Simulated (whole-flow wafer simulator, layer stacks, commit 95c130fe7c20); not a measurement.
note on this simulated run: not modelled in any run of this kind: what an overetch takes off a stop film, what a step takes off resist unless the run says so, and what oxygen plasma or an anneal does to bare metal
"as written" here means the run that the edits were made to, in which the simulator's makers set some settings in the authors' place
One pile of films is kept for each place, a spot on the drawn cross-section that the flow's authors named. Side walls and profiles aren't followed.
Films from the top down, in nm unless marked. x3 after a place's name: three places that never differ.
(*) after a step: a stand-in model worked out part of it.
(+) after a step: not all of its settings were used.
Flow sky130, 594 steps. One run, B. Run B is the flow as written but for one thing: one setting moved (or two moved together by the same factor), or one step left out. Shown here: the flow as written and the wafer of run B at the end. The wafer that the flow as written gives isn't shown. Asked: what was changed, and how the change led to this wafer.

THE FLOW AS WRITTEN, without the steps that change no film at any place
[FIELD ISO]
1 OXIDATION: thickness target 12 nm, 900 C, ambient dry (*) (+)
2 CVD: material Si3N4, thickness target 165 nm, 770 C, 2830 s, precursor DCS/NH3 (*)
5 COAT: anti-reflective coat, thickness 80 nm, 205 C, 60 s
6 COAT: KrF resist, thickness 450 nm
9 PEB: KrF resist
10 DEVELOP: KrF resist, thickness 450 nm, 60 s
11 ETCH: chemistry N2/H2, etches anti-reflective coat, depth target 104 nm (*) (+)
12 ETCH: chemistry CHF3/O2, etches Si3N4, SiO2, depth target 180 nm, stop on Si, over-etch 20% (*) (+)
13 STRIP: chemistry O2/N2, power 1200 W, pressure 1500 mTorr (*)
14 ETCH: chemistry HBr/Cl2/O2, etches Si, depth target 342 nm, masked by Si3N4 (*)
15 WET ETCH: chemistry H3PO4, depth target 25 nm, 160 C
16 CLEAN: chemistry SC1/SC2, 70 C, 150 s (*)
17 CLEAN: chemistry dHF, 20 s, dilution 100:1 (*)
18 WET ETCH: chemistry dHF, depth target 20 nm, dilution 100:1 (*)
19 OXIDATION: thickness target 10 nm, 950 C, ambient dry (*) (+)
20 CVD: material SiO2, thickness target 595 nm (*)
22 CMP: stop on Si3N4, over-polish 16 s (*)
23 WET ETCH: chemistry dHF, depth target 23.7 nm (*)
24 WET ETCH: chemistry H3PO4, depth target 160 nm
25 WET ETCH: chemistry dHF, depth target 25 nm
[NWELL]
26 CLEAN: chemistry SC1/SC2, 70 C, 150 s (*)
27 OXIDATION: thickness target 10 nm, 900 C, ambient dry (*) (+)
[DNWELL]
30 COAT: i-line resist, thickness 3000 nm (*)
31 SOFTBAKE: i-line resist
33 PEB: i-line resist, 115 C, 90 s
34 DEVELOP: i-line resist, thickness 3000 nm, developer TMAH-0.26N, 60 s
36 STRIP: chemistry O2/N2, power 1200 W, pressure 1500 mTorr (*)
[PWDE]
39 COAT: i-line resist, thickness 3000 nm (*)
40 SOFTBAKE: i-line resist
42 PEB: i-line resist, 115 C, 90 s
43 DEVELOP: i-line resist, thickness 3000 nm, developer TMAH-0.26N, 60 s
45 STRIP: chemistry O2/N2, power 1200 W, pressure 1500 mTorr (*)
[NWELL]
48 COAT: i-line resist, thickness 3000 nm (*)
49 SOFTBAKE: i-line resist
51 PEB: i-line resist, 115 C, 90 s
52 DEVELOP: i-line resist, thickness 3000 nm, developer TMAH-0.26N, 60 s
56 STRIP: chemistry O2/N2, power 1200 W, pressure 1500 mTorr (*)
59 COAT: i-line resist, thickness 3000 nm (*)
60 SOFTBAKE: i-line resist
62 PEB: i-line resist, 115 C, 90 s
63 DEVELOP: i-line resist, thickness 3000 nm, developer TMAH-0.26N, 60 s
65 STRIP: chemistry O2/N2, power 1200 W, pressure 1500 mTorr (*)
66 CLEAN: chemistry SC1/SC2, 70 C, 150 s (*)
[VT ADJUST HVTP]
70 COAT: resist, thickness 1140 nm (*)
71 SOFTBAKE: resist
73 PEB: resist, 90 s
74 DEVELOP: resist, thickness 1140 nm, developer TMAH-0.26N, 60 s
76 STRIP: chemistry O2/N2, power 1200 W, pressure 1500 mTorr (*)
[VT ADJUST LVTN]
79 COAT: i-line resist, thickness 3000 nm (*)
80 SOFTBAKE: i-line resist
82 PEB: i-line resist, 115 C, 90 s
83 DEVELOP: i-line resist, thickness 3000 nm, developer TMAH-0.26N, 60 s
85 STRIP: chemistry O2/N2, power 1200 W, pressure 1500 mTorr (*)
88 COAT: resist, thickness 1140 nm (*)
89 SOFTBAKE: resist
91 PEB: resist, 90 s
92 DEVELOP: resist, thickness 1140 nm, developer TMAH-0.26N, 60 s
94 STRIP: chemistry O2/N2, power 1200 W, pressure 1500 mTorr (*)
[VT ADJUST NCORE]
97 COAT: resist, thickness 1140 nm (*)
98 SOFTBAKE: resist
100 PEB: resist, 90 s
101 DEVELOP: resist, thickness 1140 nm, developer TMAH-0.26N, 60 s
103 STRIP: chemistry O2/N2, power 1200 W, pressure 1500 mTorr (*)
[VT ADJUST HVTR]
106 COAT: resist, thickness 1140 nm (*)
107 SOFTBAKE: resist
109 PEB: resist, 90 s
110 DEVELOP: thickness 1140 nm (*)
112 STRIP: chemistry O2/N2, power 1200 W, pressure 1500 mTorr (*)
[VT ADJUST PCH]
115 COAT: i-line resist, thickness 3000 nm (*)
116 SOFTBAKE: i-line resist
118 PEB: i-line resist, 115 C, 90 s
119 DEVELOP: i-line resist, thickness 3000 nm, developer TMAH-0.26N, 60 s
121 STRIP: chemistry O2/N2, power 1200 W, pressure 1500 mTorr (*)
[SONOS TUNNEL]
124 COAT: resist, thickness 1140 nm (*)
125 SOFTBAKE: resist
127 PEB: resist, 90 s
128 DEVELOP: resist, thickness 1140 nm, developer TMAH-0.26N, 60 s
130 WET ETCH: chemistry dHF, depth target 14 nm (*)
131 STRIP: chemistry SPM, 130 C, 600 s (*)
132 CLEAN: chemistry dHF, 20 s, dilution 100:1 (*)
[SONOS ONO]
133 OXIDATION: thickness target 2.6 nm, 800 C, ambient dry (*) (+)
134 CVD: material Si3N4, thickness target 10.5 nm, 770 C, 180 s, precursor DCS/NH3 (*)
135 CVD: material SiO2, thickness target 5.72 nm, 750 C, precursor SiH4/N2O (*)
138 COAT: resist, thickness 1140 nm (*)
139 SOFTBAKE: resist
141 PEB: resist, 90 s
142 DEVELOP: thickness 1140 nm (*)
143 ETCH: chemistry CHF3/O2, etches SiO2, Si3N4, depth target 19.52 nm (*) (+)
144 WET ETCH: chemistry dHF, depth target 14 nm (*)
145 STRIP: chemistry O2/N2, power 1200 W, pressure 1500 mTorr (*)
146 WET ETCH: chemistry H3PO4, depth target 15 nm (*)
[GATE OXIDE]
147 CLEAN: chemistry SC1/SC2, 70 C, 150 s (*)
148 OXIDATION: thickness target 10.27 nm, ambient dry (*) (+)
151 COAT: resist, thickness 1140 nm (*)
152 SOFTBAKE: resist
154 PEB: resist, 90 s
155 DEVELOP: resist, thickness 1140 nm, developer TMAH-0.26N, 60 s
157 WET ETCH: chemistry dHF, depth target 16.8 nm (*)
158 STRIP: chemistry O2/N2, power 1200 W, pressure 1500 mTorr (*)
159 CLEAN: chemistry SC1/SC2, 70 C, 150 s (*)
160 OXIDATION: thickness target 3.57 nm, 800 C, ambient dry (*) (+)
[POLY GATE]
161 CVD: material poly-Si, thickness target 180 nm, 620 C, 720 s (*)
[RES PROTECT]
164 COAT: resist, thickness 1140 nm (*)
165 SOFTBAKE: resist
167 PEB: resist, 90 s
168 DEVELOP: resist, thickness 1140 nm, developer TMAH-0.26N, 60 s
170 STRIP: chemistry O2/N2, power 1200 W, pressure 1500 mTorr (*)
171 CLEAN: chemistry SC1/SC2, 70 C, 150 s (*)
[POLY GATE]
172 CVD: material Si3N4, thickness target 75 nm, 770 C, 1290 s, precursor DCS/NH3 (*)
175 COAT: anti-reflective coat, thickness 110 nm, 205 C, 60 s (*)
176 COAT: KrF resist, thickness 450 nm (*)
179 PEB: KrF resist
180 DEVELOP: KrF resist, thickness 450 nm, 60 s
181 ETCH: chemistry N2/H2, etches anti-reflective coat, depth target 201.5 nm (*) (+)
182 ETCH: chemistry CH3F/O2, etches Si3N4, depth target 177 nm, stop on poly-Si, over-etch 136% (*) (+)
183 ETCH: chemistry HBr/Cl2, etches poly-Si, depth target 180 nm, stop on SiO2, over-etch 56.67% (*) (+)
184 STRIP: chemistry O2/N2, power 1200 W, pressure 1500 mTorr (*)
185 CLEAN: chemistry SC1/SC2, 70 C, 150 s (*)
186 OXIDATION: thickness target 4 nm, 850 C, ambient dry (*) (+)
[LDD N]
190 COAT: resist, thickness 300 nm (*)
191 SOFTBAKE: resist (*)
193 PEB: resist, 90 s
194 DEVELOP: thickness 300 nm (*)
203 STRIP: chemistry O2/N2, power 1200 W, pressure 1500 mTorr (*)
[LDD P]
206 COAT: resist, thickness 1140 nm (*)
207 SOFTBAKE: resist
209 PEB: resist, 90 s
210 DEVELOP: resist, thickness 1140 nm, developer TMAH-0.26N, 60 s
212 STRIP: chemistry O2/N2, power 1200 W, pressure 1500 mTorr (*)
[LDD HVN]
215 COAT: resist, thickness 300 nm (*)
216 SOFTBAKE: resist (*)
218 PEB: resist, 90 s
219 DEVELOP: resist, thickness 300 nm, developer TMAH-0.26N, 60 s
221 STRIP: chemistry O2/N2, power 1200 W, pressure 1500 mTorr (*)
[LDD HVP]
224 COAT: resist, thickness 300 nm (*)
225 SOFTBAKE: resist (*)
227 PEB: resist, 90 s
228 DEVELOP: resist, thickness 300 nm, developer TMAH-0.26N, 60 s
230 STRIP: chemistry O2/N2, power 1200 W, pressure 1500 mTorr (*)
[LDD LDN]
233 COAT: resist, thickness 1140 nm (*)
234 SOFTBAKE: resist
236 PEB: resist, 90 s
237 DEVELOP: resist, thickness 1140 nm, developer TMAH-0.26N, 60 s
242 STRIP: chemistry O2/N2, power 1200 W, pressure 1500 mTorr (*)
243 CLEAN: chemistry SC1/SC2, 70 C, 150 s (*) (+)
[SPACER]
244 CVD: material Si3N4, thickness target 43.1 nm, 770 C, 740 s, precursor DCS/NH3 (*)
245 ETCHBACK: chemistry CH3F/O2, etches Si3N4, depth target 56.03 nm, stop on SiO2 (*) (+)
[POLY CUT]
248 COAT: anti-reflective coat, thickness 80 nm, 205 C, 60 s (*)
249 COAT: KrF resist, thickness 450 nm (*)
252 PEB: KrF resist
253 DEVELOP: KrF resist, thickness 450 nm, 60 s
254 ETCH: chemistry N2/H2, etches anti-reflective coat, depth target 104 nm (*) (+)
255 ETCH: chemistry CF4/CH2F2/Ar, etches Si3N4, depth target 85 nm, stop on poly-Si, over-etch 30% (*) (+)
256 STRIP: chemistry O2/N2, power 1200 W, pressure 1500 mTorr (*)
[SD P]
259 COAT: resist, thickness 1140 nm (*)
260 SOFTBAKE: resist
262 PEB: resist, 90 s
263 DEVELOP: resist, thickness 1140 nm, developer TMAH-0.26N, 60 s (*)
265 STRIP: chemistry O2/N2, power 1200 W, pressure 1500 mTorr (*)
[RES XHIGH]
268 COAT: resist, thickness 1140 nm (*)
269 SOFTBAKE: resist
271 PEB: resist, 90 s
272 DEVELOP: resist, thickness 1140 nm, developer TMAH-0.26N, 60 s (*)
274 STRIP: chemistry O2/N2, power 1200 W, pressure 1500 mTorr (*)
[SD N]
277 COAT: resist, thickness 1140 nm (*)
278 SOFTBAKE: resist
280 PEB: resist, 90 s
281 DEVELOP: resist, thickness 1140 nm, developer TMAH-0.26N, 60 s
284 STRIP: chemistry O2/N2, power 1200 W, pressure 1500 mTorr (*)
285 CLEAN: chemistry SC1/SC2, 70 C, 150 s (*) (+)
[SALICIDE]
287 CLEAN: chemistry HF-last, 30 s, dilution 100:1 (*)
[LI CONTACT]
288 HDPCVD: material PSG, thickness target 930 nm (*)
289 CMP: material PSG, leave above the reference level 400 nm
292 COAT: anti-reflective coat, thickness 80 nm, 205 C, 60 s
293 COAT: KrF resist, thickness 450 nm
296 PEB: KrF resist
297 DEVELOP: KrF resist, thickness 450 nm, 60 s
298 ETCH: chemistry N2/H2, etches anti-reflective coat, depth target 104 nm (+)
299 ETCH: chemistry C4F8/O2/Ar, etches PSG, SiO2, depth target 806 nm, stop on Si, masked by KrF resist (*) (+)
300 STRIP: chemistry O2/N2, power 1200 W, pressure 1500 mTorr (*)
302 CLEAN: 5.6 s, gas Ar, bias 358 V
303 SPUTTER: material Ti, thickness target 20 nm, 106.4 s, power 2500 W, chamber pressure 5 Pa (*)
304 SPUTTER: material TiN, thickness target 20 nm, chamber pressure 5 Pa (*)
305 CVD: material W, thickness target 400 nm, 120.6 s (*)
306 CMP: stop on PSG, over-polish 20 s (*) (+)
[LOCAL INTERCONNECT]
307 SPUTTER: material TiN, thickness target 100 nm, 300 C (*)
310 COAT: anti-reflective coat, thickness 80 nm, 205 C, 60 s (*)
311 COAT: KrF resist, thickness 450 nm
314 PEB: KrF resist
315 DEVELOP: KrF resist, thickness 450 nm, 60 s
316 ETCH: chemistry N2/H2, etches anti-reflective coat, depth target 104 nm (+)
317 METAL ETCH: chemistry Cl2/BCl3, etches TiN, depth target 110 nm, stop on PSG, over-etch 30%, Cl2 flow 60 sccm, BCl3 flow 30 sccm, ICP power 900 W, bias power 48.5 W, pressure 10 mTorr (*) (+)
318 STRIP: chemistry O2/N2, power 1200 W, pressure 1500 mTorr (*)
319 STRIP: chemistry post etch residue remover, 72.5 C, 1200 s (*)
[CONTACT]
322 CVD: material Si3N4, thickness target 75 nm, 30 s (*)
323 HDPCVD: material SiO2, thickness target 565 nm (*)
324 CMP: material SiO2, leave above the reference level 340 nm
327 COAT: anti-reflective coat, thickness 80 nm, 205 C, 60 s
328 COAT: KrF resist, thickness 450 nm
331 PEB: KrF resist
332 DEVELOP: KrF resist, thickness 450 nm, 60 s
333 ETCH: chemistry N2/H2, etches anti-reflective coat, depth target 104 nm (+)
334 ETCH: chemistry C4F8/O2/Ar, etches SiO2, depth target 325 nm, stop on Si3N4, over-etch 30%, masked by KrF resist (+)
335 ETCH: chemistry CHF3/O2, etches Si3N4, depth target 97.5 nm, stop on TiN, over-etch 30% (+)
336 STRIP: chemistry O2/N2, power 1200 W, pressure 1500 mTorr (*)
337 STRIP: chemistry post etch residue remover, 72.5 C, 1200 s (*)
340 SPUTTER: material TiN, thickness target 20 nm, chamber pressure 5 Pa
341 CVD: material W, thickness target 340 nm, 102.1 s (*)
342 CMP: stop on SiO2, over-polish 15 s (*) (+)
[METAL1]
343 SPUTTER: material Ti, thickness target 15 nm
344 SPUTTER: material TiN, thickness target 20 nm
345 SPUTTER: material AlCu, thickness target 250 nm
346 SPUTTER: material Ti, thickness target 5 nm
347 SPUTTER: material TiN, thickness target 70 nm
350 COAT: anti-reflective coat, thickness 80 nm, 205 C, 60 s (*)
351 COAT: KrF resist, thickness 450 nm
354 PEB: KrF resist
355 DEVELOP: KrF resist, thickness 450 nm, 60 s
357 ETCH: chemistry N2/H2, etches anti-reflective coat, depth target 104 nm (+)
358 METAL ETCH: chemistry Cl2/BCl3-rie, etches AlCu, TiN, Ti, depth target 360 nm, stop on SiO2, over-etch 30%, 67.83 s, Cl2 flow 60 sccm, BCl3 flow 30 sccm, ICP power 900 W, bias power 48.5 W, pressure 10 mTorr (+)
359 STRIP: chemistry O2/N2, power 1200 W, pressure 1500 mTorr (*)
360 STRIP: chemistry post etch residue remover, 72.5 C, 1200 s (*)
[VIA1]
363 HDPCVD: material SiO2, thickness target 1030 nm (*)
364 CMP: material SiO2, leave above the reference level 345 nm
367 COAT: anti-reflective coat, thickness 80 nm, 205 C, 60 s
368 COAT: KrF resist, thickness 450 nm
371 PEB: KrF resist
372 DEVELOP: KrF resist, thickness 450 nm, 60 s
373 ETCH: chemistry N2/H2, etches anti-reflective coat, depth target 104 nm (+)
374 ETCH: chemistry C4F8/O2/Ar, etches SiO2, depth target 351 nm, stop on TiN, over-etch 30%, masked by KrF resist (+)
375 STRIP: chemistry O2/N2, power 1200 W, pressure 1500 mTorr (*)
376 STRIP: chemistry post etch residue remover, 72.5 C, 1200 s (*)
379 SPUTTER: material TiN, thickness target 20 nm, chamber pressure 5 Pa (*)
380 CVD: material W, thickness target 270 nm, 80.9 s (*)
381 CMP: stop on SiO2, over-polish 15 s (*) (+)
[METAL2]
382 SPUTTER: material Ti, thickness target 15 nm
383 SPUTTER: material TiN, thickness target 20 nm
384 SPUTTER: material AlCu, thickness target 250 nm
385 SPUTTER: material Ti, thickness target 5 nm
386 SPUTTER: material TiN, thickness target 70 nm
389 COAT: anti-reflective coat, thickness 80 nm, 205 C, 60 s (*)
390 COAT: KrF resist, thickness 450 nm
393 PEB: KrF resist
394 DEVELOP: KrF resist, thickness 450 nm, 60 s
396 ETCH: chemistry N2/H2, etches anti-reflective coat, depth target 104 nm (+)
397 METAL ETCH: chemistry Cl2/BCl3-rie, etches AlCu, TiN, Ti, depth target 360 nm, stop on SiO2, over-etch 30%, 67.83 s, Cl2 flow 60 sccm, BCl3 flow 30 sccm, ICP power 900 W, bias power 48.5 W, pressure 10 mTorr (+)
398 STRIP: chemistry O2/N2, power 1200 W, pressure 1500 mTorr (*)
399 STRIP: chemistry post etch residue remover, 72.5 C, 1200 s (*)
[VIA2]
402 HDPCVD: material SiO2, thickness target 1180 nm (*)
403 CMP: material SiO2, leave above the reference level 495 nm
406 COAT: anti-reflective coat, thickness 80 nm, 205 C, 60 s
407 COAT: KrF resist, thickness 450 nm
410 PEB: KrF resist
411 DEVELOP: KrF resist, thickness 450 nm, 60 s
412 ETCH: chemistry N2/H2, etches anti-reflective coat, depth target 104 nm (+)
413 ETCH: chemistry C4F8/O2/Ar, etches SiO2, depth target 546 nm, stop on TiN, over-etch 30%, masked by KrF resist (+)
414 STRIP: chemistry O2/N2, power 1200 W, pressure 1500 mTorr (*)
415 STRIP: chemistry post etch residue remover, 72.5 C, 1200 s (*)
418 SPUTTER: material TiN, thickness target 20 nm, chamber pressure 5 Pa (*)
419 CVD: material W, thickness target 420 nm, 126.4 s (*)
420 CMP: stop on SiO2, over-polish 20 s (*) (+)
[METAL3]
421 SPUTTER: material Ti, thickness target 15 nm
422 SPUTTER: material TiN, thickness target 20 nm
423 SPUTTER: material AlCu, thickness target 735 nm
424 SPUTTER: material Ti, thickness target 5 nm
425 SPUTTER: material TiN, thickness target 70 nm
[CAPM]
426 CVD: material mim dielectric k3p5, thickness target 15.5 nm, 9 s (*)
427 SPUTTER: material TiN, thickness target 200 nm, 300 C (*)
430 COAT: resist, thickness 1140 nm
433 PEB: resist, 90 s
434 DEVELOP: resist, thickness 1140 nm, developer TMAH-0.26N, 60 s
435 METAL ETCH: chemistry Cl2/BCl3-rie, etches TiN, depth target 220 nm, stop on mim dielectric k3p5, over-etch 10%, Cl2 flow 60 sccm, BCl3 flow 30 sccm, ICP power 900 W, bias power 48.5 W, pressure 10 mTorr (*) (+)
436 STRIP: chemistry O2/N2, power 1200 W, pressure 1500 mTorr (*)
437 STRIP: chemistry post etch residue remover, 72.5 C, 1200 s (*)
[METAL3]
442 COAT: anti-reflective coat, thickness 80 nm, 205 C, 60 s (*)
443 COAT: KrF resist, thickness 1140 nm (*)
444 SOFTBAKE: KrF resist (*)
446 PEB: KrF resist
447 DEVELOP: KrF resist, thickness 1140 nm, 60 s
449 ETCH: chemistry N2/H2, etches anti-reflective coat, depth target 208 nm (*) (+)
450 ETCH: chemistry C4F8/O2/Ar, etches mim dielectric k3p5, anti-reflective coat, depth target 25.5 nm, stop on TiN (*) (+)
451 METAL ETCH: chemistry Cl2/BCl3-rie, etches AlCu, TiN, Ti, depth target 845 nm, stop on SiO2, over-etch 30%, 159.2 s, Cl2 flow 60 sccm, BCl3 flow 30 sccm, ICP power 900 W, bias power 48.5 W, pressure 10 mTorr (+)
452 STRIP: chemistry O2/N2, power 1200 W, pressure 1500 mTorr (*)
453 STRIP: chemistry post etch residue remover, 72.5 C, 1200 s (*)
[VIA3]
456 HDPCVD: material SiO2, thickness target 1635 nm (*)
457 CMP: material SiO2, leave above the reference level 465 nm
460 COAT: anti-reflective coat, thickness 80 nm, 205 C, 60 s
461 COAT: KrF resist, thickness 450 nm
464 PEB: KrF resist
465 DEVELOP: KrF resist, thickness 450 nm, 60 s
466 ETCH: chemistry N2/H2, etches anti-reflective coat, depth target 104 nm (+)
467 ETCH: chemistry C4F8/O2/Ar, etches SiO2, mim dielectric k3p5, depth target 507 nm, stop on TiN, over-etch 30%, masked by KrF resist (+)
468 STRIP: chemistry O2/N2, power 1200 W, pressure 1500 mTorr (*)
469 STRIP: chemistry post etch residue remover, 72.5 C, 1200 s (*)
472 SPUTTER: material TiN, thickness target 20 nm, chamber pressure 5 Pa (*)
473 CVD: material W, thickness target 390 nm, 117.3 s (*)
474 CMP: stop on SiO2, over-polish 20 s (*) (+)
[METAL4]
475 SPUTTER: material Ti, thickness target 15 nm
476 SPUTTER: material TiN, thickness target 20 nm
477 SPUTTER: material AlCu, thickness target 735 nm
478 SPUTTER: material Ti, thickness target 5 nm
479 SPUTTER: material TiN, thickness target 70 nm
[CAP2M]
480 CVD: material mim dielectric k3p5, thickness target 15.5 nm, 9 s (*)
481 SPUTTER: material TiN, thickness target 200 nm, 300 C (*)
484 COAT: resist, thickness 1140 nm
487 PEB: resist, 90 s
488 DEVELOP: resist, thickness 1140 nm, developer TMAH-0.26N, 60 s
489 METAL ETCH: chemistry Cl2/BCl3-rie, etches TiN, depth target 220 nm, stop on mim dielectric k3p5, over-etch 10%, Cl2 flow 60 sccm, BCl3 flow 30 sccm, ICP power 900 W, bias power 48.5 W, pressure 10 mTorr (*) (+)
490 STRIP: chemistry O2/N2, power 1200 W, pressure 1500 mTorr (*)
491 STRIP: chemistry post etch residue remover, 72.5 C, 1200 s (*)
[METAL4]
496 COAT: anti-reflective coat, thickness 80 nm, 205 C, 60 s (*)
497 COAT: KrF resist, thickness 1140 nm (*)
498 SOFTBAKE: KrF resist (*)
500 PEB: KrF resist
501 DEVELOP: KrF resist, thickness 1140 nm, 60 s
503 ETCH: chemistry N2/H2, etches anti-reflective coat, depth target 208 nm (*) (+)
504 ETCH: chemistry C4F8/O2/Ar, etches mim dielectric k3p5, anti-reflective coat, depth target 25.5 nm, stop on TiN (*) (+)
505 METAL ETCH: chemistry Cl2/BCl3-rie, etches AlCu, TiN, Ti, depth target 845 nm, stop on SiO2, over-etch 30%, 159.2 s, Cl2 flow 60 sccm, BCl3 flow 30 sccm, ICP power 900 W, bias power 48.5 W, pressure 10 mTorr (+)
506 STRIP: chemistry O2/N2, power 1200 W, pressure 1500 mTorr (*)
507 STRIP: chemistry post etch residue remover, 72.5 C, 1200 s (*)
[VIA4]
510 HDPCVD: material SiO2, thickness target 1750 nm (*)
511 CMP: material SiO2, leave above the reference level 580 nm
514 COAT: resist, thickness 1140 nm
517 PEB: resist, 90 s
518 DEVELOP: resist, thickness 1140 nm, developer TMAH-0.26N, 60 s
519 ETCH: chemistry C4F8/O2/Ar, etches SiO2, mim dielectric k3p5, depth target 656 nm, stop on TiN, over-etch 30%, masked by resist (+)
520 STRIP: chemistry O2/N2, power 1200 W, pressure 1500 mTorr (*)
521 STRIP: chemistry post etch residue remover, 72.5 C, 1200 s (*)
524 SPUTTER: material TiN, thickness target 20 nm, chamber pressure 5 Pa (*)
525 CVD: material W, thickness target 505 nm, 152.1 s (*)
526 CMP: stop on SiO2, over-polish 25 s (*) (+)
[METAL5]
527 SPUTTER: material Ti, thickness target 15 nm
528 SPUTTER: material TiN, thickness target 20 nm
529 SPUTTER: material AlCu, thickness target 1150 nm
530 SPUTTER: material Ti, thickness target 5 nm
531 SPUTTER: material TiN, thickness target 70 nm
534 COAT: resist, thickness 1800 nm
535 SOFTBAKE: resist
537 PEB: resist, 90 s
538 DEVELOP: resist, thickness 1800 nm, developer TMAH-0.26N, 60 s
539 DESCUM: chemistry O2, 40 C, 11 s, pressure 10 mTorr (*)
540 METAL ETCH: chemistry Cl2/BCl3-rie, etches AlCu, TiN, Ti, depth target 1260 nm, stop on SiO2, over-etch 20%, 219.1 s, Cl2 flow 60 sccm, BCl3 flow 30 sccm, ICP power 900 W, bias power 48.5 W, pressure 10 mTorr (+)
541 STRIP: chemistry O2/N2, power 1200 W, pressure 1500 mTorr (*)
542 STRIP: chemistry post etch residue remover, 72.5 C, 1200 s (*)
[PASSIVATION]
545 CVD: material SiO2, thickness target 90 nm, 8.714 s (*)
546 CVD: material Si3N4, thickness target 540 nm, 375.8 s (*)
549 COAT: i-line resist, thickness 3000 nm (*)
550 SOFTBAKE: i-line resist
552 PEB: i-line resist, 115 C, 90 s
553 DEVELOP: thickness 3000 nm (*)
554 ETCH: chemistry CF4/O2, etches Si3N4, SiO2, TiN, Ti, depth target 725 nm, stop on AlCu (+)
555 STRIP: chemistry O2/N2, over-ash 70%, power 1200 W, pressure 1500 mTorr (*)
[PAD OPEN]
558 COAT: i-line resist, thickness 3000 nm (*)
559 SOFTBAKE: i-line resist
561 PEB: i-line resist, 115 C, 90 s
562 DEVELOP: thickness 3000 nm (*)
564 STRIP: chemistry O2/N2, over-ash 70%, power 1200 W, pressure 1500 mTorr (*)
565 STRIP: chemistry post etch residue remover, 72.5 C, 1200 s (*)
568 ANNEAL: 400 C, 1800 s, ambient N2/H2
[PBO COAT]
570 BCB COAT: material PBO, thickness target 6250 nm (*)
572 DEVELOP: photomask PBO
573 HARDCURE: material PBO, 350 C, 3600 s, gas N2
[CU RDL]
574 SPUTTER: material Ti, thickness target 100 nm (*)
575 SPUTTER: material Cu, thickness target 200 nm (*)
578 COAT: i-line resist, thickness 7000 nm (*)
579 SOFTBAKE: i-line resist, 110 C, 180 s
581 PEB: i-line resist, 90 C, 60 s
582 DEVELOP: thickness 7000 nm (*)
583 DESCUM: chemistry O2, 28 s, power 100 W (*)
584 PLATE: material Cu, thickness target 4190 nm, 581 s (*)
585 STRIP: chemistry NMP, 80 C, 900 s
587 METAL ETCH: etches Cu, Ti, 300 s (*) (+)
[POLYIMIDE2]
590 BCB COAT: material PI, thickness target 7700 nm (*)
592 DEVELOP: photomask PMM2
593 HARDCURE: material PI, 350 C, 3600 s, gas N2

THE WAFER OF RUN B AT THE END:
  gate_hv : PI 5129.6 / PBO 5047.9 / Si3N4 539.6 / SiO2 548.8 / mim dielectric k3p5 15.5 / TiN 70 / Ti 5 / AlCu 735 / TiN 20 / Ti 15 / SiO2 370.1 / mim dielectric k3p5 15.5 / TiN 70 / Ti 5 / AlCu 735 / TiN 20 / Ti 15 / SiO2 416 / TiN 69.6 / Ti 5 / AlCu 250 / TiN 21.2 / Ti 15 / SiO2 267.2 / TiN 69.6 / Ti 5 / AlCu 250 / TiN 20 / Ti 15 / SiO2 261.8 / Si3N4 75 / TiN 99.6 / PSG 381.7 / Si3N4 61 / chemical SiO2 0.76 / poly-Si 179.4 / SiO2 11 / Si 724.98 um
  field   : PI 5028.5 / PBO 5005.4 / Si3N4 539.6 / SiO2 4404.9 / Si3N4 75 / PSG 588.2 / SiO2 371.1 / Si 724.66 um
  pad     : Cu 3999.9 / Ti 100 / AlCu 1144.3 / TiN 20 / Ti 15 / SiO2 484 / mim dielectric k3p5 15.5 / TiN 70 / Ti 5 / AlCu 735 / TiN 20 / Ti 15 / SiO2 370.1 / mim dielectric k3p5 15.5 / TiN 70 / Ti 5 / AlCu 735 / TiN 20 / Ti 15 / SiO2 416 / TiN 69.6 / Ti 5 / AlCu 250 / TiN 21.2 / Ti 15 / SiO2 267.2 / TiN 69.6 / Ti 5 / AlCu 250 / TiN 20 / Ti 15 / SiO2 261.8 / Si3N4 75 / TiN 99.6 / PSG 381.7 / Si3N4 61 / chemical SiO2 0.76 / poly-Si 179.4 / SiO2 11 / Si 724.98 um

The cause: step 383, SPUTTER: thickness target 21.2 nm was run, where the flow has thickness target 20 nm.
It can be read off the wafer: gate_hv has TiN 21.2, and step 383 as written asks for 20 nm.

How the change led to this, step by step:
  383 SPUTTER: material TiN, thickness target 20 nm
      field, active, n_well and 188 more: TiN +21.2 (new film) (as written it would be: TiN +20 (new film))
  397 METAL ETCH: chemistry Cl2/BCl3-rie, etches AlCu, TiN, Ti, depth target 360 nm, stop on SiO2, over-etch 30%, 67.83 s, Cl2 flow 60 sccm, BCl3 flow 30 sccm, ICP power 900 W, bias power 48.5 W, pressure 10 mTorr (+)
      field, active, gate and 82 more: TiN -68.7 (all of it), Ti -5 (all of it), AlCu -250 (all of it), TiN -21.2 (all of it), Ti -15 (all of it), SiO2 -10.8 (as written it would be: TiN -68.7 (all of it), Ti -5 (all of it), AlCu -250 (all of it), TiN -20 (all of it), Ti -15 (all of it), SiO2 -10.9)
